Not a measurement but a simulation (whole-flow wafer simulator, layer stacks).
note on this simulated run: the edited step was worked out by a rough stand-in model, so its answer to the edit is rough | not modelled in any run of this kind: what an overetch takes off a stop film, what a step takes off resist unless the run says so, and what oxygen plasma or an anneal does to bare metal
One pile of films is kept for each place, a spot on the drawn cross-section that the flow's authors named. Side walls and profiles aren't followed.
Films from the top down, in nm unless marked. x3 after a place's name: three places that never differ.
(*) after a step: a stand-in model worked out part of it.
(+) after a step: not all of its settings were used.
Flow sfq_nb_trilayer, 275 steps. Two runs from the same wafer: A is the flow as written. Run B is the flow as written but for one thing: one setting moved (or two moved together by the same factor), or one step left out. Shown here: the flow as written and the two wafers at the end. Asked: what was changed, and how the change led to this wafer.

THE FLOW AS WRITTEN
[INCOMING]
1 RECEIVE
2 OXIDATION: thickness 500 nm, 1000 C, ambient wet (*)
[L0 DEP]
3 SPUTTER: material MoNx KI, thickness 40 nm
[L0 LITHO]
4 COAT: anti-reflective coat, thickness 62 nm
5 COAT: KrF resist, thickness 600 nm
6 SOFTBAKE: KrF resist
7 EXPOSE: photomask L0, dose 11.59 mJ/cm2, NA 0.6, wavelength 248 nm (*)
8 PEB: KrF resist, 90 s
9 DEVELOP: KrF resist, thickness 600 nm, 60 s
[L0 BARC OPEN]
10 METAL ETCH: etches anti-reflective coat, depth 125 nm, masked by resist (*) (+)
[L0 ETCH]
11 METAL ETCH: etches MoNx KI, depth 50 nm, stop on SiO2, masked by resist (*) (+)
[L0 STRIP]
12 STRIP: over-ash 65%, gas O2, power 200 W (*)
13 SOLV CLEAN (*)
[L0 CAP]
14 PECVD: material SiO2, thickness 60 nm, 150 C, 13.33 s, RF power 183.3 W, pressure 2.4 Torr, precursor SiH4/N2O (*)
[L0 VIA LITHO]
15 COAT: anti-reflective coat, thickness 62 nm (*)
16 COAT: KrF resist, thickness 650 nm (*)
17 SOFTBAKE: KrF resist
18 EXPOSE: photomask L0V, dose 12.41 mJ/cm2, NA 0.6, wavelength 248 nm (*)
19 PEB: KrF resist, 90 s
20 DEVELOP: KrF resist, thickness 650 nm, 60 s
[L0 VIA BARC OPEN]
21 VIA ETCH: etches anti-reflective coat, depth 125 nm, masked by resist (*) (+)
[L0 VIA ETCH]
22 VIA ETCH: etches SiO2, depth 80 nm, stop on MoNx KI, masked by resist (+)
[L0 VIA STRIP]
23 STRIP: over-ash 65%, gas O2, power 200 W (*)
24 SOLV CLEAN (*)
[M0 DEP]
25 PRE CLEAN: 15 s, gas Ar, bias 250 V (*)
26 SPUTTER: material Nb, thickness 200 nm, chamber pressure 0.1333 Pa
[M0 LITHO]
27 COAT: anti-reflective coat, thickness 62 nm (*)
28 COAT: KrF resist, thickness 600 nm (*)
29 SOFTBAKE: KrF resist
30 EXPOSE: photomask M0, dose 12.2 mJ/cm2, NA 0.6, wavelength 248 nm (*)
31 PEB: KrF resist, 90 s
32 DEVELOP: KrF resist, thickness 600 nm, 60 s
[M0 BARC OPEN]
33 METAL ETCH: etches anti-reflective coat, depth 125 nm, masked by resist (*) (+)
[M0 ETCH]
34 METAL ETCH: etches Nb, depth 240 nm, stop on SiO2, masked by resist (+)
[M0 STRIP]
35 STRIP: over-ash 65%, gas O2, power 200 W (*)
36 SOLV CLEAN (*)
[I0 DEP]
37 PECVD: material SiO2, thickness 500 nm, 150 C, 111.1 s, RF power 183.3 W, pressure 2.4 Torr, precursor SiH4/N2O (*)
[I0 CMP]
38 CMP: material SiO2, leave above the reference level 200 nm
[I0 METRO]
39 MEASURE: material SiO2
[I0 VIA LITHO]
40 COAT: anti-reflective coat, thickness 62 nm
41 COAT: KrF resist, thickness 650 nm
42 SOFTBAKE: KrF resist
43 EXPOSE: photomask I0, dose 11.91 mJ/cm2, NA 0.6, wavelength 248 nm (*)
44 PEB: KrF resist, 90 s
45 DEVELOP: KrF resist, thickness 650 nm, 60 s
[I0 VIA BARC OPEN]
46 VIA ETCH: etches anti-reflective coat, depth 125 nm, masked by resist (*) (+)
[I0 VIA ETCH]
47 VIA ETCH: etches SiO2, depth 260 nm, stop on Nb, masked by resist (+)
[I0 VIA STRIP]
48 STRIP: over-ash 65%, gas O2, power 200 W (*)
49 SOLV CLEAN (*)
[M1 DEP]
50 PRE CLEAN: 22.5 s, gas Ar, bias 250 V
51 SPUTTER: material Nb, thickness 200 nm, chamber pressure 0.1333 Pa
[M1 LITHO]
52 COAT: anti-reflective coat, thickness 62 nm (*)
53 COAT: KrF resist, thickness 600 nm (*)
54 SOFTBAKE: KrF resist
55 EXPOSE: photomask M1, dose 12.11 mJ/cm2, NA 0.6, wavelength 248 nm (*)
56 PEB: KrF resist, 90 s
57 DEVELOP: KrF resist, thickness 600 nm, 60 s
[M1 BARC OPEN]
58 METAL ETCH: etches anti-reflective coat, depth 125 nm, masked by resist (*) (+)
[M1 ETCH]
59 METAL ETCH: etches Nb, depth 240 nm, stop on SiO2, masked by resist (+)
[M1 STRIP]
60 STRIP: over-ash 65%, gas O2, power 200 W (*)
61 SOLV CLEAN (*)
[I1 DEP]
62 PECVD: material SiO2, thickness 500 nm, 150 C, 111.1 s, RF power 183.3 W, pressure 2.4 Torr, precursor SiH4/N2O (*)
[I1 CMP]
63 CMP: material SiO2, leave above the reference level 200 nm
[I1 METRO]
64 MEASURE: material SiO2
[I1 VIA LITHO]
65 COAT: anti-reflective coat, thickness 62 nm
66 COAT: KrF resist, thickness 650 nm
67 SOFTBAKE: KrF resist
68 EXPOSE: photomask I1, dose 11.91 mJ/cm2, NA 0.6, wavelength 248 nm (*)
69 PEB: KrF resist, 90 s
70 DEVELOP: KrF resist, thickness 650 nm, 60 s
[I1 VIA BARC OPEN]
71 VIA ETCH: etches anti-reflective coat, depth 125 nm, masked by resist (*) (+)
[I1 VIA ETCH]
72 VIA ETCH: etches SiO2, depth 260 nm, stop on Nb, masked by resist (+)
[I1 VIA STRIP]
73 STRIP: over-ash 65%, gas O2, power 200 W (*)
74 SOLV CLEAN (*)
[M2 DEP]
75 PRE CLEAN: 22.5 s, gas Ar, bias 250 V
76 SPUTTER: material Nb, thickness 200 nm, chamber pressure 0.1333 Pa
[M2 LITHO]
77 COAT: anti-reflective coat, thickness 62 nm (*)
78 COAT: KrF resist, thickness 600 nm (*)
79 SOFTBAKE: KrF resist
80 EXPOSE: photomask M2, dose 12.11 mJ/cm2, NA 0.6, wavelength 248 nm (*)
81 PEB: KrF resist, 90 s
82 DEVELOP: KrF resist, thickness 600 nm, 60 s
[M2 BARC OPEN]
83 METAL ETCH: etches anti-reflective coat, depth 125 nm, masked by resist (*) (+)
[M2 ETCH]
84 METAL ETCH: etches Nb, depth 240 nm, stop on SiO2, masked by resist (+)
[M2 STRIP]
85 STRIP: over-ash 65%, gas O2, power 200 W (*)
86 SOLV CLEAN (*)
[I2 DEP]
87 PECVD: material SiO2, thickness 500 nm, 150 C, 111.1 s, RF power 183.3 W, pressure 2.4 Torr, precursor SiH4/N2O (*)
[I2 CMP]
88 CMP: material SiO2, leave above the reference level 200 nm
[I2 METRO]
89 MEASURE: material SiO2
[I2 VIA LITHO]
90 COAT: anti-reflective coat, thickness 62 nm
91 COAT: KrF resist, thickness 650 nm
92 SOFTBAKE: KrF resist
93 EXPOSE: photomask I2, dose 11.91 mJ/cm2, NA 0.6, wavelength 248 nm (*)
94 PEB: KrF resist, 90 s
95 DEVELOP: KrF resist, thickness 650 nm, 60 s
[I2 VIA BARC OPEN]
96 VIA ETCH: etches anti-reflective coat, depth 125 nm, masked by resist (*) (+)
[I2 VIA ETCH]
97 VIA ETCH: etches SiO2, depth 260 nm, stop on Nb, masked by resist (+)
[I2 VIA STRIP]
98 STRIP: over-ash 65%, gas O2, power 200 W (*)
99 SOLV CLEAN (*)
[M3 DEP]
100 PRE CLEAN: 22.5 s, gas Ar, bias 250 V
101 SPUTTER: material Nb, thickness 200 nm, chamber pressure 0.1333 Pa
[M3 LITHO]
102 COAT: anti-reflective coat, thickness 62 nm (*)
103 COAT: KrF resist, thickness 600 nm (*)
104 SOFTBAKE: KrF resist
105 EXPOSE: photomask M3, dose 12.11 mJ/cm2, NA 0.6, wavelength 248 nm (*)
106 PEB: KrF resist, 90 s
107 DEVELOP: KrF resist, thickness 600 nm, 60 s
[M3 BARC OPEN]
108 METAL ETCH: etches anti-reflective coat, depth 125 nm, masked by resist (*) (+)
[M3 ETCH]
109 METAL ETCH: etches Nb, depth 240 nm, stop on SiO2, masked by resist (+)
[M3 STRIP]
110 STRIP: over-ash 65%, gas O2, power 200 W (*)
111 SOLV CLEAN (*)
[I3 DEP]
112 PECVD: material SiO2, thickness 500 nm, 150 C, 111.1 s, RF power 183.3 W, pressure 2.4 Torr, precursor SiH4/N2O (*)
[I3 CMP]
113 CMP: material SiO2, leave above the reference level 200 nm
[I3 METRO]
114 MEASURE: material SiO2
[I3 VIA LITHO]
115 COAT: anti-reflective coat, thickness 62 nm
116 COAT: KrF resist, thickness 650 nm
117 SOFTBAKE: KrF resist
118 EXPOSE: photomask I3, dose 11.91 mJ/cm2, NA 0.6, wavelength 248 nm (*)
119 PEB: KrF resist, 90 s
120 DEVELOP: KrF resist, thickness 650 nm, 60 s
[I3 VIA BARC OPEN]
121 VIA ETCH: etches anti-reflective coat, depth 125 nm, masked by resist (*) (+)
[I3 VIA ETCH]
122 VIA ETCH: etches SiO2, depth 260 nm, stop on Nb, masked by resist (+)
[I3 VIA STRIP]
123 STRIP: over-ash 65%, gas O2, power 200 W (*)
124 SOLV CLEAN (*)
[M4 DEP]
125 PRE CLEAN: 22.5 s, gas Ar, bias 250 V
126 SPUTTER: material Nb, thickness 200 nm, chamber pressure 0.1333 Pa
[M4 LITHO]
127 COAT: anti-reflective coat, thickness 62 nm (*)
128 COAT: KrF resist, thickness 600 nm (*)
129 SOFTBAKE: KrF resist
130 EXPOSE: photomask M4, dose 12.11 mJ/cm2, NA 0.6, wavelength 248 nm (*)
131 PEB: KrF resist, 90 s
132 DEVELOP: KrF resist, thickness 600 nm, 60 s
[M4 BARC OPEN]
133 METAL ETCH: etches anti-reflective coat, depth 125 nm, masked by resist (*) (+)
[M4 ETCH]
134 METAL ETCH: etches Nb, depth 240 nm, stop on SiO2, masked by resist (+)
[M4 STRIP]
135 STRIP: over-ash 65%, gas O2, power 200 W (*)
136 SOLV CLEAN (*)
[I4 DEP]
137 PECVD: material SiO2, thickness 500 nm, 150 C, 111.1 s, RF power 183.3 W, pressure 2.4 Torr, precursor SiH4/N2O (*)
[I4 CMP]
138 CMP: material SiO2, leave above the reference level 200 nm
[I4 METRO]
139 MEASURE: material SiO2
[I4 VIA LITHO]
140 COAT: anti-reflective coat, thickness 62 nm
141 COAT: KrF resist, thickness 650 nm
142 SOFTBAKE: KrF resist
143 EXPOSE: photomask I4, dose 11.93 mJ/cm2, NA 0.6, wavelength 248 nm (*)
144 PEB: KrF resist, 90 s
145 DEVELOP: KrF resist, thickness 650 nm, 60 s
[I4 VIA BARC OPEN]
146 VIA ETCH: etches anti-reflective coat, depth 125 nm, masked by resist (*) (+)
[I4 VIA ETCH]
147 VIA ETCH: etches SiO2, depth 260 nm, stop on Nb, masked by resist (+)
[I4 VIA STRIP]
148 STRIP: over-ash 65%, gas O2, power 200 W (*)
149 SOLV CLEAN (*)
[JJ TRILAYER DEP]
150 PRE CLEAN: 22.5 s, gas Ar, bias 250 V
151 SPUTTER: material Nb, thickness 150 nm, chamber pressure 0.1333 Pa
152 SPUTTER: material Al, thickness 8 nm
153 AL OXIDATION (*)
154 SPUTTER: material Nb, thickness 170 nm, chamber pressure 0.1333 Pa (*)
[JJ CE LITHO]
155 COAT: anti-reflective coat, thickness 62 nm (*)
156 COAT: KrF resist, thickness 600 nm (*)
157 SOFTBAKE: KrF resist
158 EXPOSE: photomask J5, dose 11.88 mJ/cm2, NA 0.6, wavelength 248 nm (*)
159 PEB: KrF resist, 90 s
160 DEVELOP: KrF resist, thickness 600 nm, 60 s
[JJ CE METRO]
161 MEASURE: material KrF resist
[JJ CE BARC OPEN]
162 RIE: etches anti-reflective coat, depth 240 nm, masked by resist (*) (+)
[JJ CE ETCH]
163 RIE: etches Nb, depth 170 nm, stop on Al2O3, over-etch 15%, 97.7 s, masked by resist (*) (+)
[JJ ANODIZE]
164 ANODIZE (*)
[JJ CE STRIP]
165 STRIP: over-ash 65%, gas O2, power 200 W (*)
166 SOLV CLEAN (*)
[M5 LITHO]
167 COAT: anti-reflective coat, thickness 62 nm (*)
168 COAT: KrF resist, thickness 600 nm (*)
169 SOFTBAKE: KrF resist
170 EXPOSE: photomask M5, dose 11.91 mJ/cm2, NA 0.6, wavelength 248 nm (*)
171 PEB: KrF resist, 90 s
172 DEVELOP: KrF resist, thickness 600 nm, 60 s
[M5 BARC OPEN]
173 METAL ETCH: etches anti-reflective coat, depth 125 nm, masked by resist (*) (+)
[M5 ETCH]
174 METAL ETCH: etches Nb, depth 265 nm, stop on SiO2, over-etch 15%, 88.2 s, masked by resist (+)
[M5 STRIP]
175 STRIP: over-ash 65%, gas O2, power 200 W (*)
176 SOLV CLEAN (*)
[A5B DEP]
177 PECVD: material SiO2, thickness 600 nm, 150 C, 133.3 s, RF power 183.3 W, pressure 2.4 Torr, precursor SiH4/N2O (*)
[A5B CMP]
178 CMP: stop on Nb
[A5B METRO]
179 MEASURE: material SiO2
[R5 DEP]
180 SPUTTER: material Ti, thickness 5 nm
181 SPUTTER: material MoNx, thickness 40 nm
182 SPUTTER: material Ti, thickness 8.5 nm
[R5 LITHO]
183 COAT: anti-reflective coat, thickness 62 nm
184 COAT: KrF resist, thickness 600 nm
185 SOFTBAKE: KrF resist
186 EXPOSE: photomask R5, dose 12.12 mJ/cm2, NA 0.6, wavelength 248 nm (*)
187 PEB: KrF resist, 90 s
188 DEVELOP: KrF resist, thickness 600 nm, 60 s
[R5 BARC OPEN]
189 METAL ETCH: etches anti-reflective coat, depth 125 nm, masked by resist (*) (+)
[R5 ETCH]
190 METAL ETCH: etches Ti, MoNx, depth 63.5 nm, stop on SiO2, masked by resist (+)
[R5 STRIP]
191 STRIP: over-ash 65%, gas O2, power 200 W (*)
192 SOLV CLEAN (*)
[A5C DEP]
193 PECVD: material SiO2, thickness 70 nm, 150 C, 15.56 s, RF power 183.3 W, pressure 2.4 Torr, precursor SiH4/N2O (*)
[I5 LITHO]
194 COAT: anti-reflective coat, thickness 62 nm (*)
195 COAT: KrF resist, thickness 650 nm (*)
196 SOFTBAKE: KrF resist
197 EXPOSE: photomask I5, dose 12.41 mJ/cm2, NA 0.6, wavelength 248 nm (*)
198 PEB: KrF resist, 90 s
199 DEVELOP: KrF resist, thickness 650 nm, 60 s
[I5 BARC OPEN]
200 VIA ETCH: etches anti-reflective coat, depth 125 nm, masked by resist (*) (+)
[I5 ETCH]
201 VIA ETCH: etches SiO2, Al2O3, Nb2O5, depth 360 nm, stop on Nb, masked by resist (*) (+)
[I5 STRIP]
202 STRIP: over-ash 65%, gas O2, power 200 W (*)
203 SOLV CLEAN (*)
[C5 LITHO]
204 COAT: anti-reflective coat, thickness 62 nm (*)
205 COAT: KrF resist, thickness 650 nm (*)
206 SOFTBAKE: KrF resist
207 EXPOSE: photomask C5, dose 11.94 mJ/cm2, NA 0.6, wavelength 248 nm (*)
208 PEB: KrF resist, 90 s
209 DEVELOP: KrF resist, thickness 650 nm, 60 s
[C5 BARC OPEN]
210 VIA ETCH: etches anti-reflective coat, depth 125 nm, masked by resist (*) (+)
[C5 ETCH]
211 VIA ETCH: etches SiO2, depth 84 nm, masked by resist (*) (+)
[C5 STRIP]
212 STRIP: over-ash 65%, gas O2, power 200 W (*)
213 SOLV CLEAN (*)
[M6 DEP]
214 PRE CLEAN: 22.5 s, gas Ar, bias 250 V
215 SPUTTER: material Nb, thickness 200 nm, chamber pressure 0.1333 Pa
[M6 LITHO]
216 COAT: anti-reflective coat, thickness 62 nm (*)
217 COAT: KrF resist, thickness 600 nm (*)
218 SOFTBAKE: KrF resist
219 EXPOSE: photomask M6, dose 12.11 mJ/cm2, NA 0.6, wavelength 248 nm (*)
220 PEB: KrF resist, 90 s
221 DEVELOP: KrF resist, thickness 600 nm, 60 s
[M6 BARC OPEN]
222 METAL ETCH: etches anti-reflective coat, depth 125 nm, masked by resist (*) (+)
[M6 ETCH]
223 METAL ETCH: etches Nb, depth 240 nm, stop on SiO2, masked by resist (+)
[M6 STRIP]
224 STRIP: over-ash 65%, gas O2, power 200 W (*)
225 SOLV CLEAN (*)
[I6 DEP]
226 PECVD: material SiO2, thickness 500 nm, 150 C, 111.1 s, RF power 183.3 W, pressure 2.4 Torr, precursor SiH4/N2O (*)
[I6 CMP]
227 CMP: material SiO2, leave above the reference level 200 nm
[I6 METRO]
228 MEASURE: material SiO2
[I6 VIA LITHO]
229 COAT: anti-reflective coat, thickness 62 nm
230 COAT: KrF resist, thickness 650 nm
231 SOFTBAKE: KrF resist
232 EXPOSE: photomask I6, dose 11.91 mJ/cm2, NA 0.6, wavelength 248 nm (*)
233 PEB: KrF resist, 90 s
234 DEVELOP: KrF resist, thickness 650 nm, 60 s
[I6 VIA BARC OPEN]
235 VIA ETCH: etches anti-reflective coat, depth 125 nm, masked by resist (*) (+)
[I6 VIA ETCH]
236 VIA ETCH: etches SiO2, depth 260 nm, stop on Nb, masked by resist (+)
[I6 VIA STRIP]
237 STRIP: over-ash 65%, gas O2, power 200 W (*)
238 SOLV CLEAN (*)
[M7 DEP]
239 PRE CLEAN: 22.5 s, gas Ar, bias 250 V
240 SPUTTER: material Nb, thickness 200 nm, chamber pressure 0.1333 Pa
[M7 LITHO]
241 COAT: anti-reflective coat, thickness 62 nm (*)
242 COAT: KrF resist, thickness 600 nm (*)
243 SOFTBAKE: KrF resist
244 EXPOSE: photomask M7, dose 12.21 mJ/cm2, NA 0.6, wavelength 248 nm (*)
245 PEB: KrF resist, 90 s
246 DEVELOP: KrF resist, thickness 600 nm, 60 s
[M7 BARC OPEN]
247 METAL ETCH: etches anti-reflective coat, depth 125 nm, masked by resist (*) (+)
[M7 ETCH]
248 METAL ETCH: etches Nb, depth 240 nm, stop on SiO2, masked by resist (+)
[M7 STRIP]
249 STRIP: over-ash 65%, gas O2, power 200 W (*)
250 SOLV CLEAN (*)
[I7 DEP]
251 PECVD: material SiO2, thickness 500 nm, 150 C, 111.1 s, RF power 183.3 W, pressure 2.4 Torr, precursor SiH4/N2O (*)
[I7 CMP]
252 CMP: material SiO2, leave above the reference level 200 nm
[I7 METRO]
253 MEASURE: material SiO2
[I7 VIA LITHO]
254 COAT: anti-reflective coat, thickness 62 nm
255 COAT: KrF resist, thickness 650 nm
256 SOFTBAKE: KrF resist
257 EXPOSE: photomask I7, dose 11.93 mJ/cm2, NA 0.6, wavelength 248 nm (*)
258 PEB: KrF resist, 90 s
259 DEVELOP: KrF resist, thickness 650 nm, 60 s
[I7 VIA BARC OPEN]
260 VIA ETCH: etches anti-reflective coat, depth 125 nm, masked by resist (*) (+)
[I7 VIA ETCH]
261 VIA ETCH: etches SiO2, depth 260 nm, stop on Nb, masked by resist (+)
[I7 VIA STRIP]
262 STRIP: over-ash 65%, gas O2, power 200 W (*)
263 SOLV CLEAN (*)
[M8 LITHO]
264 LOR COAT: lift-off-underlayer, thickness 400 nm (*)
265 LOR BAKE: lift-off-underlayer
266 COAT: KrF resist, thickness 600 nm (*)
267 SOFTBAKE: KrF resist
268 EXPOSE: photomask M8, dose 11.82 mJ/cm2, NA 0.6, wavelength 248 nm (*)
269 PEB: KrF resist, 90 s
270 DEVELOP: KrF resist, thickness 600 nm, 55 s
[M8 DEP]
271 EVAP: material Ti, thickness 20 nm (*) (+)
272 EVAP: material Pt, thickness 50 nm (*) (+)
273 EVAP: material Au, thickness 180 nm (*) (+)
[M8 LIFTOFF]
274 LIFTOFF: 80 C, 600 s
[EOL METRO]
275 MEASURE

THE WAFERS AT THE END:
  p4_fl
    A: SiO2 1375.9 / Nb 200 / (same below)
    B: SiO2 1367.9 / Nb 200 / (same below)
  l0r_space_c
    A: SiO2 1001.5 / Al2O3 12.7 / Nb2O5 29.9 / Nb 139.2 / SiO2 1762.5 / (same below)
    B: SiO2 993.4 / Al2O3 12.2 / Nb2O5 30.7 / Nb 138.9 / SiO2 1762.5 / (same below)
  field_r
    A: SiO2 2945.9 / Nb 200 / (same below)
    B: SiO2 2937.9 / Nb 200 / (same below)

The cause: step 154, SPUTTER: thickness 162 nm was run, where the flow has thickness 170 nm.

How the change led to this, step by step:
  154 SPUTTER: material Nb, thickness 170 nm, chamber pressure 0.1333 Pa (*)
      field_l, v_sur, via_sp and 100 more: A Nb +170 (new film) | B Nb +162 (new film)
      via_wl, via_wr: A Nb +140.7 (new film) | B Nb +134.1 (new film)
      (and at 1 more place)
  163 RIE: etches Nb, depth 170 nm, stop on Al2O3, over-etch 15%, 97.7 s, masked by resist (*) (+)
      field_l, v_sur, via_sp and 96 more: A Nb -170 (all of it), Al2O3 -0.51 | B Nb -162 (all of it), Al2O3 -0.96 (all of it)
      via_wl, via_wr: A Nb -140.7 (all of it), Al2O3 -0.96 (all of it) | B Nb -134.1 (all of it), Al2O3 -0.96 (all of it)
      (and at 1 more place)
  164 ANODIZE (*)
      field_l, v_sur, via_sp and 96 more: A Al2O3 +12.2, Nb2O5 +29.9 (new film), Al -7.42 (all of it), Nb -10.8 | B Al2O3 +12.2 (new film), Nb2O5 +30.7 (new film), Al -7.42 (all of it), Nb -11.1
  167 COAT: anti-reflective coat, thickness 62 nm (*)
      wl_jj: A anti-reflective coat +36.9 (new film) | B anti-reflective coat +37.7 (new film)
  174 METAL ETCH: etches Nb, depth 265 nm, stop on SiO2, over-etch 15%, 88.2 s, masked by resist (+)
      field_l, r_sur, res and 50 more: A Al2O3 -12.6 (all of it), Nb2O5 -29.9 (all of it), Nb -139.2 (all of it), SiO2 -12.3 | B Al2O3 -12.2 (all of it), Nb2O5 -30.7 (all of it), Nb -138.9 (all of it), SiO2 -12.3
  175 STRIP: over-ash 65%, gas O2, power 200 W (*)
      wl_jj: A KrF resist -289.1 (all of it), anti-reflective coat -36.9 (all of it) | B KrF resist -293.9 (all of it), anti-reflective coat -37.7 (all of it)
  178 CMP: stop on Nb
      field_l, p4_fl, p4_fm and 39 more: A SiO2 -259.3 | B SiO2 -267.3
      r_sur, res, r_end, moat, field_r, lsp_l: A SiO2 -252.3 | B SiO2 -260.3
      (and at 8 more places)
  201 VIA ETCH: etches SiO2, Al2O3, Nb2O5, depth 360 nm, stop on Nb, masked by resist (*) (+)
      be: A SiO2 -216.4 (all of it), Al2O3 -12.7 (all of it), Nb2O5 -29.9 (all of it) | B SiO2 -208.3 (all of it), Al2O3 -12.2 (all of it), Nb2O5 -30.7 (all of it)
